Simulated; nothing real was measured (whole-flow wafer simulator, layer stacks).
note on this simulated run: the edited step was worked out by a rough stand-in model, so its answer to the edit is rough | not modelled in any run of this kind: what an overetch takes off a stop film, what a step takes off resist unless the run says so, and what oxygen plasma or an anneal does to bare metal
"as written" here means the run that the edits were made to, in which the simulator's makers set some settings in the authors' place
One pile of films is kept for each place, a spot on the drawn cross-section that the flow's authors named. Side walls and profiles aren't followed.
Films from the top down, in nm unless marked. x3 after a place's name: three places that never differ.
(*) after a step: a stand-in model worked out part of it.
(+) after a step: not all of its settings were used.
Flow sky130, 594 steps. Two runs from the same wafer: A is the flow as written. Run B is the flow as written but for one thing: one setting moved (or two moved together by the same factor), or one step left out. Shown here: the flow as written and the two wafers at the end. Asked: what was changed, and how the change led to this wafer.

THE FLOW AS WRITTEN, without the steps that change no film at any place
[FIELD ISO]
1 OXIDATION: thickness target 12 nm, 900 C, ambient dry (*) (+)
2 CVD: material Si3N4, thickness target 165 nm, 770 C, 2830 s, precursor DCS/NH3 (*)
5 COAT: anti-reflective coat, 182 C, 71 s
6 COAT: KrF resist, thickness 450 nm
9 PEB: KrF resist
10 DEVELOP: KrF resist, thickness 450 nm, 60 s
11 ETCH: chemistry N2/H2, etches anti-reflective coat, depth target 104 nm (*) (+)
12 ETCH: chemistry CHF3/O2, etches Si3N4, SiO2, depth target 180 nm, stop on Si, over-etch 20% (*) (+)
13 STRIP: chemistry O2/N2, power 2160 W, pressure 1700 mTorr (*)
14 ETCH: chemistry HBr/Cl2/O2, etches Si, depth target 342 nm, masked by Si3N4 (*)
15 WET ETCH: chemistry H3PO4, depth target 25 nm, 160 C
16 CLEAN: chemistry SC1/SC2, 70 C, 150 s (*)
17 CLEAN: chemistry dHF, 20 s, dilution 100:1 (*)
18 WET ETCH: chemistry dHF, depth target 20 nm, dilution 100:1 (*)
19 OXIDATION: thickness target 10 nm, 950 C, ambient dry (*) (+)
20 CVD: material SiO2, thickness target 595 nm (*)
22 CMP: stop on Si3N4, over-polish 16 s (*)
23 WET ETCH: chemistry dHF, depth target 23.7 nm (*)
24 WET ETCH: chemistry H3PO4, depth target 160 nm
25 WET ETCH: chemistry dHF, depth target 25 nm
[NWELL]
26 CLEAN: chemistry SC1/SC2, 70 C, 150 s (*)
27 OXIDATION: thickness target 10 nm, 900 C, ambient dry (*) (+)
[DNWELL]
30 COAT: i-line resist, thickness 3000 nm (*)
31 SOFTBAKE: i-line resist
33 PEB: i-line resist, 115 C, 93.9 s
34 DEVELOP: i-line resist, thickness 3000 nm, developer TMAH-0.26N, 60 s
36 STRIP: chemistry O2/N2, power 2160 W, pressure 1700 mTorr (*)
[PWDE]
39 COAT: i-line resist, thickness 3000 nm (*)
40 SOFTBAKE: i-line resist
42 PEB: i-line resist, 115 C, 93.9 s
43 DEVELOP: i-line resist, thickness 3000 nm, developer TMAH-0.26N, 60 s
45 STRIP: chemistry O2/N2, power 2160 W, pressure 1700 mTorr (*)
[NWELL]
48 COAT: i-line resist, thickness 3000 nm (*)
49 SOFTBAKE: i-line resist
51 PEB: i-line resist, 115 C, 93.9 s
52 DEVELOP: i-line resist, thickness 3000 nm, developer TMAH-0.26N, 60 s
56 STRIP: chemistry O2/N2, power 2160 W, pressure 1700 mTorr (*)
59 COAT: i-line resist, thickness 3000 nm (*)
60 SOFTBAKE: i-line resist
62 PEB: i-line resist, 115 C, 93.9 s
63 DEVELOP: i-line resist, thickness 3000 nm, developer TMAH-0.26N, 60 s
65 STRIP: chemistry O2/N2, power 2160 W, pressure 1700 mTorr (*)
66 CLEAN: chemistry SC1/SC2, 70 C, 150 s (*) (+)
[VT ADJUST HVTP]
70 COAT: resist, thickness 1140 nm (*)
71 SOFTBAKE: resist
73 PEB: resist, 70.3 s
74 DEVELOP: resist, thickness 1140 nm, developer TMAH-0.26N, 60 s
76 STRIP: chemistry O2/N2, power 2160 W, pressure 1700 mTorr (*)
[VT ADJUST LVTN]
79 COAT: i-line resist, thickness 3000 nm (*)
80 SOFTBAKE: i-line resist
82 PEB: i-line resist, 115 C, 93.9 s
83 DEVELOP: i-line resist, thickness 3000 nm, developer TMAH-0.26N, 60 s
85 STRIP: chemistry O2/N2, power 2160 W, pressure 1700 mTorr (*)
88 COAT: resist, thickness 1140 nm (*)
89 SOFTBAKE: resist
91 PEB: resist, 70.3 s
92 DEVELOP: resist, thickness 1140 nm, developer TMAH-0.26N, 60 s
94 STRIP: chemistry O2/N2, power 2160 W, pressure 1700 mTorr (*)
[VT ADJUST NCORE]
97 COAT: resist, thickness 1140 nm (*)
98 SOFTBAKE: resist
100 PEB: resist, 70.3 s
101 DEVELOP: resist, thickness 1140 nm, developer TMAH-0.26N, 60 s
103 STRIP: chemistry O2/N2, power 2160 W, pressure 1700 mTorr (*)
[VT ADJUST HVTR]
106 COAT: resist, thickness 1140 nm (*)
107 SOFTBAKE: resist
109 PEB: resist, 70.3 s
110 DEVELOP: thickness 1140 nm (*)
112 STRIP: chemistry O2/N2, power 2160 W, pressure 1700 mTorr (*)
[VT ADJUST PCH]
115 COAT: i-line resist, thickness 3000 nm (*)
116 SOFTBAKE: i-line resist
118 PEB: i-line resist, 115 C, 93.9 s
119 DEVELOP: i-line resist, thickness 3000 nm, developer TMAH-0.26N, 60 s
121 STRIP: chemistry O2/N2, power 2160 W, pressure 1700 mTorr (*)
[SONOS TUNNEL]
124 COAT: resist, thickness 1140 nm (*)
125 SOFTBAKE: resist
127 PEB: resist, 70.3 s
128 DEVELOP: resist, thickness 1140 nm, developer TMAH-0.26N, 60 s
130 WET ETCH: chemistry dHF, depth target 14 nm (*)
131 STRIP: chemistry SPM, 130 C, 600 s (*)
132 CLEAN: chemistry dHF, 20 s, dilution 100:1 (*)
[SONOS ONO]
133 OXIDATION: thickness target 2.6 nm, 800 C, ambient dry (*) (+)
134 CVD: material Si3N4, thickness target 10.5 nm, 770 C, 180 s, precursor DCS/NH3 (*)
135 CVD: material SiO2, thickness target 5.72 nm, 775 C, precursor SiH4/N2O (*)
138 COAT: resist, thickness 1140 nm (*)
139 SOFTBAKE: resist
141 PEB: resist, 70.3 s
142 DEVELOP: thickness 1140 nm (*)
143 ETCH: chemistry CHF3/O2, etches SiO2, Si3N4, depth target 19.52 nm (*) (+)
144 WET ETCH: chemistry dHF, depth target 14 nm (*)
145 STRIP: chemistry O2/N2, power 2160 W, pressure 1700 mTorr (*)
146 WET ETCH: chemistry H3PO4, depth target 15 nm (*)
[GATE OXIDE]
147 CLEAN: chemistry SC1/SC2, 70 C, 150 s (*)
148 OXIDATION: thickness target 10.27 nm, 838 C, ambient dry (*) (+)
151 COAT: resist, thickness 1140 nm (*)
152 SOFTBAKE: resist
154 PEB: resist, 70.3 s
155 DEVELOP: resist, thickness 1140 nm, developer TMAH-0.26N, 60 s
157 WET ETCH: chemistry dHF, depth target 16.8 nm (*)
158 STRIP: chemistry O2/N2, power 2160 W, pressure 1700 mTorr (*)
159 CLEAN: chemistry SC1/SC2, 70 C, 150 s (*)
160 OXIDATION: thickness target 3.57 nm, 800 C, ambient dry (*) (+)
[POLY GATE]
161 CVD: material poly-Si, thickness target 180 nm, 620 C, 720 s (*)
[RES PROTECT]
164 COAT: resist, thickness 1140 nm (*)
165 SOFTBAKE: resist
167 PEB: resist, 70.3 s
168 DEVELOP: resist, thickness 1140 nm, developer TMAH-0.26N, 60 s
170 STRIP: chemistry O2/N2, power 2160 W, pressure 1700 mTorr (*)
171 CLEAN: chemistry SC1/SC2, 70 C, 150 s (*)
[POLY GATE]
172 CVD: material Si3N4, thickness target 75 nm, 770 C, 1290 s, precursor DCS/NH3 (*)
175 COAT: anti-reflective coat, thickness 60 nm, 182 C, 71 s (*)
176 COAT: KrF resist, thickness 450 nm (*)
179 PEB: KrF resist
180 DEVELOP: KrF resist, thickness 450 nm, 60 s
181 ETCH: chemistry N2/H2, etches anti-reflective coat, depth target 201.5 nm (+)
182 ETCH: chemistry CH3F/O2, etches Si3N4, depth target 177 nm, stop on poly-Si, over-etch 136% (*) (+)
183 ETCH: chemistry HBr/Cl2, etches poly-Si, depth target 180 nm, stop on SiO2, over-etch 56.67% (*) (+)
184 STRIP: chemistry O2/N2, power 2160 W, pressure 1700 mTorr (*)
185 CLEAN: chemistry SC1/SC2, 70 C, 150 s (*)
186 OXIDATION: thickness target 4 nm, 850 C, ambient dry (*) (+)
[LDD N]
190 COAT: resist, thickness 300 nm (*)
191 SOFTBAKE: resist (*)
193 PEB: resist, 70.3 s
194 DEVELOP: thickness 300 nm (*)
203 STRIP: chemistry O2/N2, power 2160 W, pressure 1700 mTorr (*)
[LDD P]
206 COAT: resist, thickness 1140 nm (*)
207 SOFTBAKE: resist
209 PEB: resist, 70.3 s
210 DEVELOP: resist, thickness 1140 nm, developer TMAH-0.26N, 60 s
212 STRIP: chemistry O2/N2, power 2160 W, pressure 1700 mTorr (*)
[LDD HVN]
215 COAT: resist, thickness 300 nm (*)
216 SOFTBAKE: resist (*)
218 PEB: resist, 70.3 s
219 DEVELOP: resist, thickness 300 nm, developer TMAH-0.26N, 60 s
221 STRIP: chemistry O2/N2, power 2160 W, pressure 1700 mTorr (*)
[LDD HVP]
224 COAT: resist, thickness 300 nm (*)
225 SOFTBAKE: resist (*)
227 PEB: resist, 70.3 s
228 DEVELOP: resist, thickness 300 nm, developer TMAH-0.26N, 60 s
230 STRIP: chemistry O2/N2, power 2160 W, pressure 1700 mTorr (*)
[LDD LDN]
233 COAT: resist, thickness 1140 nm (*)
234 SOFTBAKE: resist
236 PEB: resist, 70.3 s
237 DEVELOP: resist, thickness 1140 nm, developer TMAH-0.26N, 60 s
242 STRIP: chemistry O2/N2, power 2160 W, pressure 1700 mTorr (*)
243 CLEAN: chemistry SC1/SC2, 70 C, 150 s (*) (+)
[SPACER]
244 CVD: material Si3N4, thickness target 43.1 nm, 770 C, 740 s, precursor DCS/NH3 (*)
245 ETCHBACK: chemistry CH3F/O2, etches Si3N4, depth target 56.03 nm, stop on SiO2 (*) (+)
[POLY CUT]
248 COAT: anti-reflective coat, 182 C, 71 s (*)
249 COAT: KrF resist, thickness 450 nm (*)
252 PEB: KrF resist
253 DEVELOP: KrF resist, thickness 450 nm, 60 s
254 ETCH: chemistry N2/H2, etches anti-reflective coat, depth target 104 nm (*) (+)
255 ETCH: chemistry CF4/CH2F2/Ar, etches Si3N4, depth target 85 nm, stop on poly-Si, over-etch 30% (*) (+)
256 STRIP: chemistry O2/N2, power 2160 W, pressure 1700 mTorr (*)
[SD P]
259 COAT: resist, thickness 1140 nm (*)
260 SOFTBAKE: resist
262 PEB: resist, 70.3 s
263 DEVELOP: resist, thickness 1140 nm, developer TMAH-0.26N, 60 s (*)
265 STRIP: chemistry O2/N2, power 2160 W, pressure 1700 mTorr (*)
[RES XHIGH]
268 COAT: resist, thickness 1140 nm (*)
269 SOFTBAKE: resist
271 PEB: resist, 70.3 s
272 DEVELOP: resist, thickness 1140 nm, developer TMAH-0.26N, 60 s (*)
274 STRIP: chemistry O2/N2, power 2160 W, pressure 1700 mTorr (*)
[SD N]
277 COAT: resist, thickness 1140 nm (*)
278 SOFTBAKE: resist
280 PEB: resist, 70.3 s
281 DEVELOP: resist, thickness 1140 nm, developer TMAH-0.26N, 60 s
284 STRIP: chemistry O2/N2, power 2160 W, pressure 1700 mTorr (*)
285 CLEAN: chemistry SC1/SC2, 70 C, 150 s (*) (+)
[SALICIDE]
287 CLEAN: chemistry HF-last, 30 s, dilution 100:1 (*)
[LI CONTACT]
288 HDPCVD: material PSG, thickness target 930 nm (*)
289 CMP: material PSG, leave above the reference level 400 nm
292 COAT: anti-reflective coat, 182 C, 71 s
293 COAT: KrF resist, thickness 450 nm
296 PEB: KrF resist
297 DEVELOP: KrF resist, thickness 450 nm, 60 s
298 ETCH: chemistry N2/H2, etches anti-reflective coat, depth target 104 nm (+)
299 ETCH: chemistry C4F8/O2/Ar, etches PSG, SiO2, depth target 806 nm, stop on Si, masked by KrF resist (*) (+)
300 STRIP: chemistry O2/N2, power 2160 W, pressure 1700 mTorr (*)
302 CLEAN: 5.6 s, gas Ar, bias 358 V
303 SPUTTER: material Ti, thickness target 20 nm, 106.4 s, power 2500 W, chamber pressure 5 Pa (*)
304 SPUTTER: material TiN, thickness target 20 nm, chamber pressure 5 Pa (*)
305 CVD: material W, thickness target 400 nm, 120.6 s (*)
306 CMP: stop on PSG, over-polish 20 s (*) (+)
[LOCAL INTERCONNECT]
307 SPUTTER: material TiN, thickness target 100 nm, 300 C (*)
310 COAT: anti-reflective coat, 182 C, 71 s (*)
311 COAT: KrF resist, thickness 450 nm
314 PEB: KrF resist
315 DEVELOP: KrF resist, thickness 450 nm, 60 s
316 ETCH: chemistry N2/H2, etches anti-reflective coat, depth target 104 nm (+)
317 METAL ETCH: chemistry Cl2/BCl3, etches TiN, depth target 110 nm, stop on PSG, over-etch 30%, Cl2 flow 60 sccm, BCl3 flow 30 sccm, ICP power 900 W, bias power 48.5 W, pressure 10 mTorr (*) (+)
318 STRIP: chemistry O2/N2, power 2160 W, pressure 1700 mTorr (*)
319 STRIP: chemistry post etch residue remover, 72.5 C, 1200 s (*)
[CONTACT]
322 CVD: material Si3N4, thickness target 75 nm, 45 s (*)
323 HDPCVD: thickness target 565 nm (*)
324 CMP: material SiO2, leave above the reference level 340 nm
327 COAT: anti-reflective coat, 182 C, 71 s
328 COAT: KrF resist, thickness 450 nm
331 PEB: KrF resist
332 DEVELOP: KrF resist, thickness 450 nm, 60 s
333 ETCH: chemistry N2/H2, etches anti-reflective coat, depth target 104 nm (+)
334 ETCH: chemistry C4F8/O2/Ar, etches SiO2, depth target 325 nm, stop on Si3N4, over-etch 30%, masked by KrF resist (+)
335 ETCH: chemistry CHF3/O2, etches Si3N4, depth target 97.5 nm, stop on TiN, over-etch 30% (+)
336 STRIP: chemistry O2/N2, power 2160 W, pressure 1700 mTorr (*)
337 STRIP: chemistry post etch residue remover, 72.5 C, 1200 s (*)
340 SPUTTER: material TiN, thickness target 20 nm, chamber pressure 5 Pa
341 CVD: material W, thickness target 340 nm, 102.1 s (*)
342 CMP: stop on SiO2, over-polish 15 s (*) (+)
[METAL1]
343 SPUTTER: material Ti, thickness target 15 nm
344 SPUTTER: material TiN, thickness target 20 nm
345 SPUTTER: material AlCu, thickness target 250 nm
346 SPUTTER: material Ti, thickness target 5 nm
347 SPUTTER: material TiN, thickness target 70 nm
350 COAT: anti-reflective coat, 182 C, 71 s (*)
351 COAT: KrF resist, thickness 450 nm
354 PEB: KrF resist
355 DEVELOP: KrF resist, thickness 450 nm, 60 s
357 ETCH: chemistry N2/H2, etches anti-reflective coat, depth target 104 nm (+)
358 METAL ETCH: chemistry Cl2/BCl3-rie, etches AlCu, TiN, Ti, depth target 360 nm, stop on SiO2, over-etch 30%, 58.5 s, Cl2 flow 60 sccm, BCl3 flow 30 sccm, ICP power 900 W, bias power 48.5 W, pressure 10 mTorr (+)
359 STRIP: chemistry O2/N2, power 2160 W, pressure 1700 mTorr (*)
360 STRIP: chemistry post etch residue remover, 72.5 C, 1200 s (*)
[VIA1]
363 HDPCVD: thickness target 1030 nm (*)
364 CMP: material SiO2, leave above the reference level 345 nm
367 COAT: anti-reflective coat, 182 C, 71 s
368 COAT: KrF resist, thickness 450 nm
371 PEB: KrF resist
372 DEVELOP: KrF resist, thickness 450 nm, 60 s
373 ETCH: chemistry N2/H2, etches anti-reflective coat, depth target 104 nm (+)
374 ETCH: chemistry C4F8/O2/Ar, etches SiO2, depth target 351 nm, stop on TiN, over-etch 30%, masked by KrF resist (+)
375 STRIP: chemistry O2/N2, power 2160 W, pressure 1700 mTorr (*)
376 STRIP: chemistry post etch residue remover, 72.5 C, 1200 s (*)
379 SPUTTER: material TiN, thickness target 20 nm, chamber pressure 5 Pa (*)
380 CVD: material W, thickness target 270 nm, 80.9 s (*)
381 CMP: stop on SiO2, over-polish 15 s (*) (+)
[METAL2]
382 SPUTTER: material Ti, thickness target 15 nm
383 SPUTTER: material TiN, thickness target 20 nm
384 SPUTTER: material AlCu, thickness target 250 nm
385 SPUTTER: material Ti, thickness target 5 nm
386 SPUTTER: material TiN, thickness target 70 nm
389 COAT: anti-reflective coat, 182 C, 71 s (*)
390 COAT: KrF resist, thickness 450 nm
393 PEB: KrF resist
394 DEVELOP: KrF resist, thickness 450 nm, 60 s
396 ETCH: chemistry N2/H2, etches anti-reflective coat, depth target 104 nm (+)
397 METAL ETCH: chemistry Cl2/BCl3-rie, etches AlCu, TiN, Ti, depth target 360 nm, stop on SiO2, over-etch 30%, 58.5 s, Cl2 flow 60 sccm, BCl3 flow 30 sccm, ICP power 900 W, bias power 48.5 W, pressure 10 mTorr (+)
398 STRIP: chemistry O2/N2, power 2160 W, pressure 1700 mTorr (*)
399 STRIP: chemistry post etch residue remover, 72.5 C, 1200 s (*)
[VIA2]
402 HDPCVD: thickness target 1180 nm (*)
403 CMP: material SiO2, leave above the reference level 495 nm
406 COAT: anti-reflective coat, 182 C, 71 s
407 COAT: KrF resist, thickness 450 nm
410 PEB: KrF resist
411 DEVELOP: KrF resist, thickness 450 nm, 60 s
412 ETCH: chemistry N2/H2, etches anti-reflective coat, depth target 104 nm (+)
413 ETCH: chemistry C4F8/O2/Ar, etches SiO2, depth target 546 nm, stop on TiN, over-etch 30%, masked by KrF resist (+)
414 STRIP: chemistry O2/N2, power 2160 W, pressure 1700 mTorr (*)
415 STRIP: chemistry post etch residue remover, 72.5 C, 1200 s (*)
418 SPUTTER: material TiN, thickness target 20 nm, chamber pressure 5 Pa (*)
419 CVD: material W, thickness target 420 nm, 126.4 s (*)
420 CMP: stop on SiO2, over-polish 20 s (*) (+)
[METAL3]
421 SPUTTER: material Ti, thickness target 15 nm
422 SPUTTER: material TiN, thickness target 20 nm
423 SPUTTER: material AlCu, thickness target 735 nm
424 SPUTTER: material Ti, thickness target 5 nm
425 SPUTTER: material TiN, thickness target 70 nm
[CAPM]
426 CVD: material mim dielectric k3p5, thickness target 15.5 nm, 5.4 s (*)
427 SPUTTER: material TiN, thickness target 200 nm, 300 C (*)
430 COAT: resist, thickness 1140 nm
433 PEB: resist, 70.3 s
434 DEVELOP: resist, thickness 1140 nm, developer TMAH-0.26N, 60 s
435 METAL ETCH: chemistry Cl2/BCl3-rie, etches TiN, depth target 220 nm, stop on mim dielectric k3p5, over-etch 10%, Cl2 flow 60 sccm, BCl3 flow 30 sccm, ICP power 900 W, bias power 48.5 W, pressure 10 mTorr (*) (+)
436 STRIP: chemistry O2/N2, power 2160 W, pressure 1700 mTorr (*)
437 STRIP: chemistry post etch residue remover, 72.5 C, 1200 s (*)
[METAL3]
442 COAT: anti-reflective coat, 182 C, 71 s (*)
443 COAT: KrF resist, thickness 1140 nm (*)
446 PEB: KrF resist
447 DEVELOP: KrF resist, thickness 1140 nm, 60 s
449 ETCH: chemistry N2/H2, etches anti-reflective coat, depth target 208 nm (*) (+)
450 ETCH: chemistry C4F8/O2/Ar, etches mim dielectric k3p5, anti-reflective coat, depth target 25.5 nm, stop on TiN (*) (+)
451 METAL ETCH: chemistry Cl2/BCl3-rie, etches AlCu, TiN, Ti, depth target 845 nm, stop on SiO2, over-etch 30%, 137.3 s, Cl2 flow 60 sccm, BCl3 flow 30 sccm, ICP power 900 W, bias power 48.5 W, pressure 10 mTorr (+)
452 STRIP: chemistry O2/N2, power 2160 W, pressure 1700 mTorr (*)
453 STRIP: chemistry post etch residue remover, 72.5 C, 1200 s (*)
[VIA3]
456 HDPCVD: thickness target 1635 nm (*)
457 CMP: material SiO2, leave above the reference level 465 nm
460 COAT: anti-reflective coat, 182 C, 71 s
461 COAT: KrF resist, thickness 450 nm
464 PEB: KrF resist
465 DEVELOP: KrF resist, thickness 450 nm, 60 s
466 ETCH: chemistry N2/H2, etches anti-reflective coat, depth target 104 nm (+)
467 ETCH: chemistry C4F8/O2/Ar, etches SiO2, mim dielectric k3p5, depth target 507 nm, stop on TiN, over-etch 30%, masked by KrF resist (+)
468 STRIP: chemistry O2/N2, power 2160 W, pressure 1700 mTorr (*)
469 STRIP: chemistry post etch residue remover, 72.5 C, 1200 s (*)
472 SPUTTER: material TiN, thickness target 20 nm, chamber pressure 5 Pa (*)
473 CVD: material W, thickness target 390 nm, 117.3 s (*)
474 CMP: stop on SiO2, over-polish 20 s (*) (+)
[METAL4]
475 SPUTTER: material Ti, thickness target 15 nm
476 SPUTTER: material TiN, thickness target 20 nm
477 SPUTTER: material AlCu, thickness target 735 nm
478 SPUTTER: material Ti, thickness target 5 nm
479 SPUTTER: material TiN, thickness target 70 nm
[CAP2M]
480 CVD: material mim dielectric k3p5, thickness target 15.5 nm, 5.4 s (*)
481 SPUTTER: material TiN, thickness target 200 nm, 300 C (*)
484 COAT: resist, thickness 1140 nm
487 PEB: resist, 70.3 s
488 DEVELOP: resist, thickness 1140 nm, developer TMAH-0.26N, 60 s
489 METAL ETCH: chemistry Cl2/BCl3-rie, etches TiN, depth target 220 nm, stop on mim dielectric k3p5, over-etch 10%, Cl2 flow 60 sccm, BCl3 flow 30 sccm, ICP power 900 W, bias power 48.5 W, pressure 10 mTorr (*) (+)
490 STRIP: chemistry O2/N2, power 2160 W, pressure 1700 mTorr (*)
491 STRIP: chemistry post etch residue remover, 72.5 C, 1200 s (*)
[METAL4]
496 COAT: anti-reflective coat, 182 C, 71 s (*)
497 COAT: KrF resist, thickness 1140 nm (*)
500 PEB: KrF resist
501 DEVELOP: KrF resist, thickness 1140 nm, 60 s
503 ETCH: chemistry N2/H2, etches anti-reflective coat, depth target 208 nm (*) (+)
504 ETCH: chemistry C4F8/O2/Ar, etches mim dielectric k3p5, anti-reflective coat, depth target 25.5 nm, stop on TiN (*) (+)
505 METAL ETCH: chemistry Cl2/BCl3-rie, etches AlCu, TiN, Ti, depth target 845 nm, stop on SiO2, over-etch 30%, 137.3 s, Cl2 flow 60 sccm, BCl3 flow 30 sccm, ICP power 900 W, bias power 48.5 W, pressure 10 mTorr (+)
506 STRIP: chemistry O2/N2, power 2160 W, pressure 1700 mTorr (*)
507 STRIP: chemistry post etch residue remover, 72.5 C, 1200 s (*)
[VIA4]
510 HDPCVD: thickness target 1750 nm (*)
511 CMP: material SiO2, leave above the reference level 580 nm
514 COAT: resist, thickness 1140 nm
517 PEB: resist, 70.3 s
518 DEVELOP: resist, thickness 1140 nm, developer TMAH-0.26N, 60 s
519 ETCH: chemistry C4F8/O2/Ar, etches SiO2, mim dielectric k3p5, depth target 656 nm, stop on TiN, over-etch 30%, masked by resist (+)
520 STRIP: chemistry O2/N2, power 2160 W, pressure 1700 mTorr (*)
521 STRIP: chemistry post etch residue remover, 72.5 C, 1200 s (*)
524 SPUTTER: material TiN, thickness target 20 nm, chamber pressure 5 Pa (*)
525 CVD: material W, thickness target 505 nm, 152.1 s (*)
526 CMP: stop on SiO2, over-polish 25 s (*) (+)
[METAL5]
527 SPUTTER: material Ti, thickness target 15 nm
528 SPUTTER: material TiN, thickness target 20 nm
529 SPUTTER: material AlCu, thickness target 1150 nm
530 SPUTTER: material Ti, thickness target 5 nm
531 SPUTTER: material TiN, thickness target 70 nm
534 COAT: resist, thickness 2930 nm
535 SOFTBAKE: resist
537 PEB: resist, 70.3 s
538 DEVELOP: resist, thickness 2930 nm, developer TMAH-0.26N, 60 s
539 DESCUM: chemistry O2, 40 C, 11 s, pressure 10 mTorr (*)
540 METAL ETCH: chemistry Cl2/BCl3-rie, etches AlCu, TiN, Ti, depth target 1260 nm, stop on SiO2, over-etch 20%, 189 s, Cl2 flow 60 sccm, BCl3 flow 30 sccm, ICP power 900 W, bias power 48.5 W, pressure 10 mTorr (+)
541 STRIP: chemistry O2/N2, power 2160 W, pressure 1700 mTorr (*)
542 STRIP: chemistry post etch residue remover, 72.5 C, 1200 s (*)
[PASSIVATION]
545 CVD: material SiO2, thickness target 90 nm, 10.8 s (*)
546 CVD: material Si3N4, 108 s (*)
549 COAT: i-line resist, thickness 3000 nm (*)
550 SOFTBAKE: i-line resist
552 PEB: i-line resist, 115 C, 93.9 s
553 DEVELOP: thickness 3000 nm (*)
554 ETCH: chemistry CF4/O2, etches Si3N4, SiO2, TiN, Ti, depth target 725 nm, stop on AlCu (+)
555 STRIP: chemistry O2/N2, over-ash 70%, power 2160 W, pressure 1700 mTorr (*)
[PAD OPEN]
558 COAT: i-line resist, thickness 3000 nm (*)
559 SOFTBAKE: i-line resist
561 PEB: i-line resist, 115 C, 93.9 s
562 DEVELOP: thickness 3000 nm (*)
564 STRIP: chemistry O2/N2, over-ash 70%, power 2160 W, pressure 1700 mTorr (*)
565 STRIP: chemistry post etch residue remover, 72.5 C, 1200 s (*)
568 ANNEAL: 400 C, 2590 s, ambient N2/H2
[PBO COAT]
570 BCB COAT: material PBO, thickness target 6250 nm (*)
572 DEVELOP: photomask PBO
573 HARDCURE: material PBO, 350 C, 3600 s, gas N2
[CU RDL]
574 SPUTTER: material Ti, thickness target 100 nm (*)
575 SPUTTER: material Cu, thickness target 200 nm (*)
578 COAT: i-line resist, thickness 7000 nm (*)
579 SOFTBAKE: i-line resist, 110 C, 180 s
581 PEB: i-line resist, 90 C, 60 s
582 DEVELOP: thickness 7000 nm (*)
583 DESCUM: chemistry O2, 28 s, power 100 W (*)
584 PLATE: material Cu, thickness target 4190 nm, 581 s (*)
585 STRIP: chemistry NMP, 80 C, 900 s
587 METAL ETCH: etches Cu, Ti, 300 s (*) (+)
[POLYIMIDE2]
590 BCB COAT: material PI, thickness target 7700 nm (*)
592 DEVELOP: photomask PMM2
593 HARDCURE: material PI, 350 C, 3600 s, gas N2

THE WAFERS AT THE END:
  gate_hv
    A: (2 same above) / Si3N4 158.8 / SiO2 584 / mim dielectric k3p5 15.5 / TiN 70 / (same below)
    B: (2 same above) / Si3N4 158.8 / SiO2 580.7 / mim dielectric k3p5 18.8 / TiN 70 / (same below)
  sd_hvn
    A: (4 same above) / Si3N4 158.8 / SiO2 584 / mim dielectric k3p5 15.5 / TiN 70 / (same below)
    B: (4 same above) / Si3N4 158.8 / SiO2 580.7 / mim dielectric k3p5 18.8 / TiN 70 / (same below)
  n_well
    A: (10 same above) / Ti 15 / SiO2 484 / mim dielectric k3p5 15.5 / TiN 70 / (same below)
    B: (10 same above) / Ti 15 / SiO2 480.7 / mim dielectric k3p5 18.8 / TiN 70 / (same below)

The cause: step 480, CVD: thickness target 18.8 nm was run, where the flow has thickness target 15.5 nm; step 480, CVD: 6.53 s was run, where the flow has 5.4 s.
It can be read off the wafer: gate_hv has mim dielectric k3p5 18.8, and step 480 as written asks for 15.5 nm.

How the change led to this, step by step:
  480 CVD: material mim dielectric k3p5, thickness target 15.5 nm, 5.4 s (*)
      field, active, n_well and 189 more: A mim dielectric k3p5 +15.5 (new film) | B mim dielectric k3p5 +18.8 (new film)
  504 ETCH: chemistry C4F8/O2/Ar, etches mim dielectric k3p5, anti-reflective coat, depth target 25.5 nm, stop on TiN (*) (+)
      n_well, p_well, gate_hv and 102 more: A KrF resist -15.5 | B KrF resist -17
      field, active, gate and 85 more: A mim dielectric k3p5 -15.5 (all of it) | B mim dielectric k3p5 -18.8 (all of it)
  519 ETCH: chemistry C4F8/O2/Ar, etches SiO2, mim dielectric k3p5, depth target 656 nm, stop on TiN, over-etch 30%, masked by resist (+)
      m1: A SiO2 -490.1 (all of it), mim dielectric k3p5 -15.5 (all of it) | B SiO2 -486.8 (all of it), mim dielectric k3p5 -18.8 (all of it)
      via4_hole: A SiO2 -489.5 (all of it), mim dielectric k3p5 -15.5 (all of it) | B SiO2 -486.2 (all of it), mim dielectric k3p5 -18.8 (all of it)
